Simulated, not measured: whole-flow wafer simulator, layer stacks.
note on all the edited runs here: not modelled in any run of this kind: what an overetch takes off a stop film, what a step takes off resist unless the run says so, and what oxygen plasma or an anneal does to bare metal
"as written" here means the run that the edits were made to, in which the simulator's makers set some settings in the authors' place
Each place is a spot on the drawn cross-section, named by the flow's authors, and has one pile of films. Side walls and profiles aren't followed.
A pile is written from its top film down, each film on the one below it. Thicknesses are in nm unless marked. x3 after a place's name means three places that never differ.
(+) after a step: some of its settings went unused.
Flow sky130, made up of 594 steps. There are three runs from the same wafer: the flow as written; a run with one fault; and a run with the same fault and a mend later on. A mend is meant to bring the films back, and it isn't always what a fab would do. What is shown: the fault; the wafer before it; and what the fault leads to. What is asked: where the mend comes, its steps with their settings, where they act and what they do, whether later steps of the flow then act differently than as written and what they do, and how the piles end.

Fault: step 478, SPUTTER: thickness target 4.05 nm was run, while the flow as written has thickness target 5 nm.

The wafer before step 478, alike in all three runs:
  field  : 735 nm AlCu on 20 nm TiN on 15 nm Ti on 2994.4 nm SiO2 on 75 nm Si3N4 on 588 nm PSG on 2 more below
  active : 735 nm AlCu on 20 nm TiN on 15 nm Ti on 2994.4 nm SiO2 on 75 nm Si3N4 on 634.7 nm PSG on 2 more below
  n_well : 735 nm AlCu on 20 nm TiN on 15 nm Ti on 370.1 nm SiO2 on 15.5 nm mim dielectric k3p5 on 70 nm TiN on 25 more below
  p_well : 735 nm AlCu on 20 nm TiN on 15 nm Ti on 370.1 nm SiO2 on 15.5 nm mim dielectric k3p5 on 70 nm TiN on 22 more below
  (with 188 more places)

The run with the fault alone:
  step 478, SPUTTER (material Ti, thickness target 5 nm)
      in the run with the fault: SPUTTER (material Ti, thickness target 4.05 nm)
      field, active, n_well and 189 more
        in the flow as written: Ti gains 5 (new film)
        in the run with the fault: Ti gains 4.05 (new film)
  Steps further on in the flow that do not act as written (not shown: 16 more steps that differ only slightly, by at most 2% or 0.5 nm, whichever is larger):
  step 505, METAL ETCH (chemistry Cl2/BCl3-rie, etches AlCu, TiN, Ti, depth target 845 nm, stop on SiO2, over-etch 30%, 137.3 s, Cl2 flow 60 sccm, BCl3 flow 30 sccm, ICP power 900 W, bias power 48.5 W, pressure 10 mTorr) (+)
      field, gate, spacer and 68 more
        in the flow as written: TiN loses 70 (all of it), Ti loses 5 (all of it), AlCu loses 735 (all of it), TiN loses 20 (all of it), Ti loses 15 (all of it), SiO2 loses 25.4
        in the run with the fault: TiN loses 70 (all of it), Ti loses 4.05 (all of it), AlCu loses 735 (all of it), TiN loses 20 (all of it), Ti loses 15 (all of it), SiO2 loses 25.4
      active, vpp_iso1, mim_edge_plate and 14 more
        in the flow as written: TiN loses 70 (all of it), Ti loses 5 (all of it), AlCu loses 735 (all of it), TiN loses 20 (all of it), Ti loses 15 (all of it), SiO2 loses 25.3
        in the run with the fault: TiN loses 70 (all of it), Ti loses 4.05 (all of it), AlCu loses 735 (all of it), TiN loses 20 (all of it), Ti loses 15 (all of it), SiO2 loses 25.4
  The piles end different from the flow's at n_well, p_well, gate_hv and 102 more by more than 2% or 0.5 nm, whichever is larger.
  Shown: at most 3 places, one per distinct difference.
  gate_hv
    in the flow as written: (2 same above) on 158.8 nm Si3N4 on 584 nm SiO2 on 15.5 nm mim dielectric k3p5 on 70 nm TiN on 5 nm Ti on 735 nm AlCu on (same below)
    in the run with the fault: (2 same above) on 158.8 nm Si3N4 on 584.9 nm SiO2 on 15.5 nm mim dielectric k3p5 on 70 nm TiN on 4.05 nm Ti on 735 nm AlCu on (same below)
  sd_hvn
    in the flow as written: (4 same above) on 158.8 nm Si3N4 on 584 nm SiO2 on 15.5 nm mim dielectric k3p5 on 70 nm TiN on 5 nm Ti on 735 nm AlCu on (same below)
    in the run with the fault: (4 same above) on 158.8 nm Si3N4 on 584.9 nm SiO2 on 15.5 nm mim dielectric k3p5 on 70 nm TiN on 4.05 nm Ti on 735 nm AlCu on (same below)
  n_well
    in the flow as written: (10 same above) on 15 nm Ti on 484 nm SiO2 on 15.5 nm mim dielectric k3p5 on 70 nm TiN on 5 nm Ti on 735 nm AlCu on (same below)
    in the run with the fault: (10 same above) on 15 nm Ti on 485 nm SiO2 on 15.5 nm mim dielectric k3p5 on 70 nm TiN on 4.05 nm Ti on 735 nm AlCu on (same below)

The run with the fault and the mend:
  After step 478 comes the mend.
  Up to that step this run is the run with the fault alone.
  step 478a, SPUTTER (material Ti, thickness target 0.95 nm) (a further turn of the flow's step 478, with different settings)
      field, active, n_well and 189 more
        Ti gains 0.95
  Later steps of the flow that are run all act as written at every place that is followed.
  At every place that both follow, the piles at the end match the flow's.
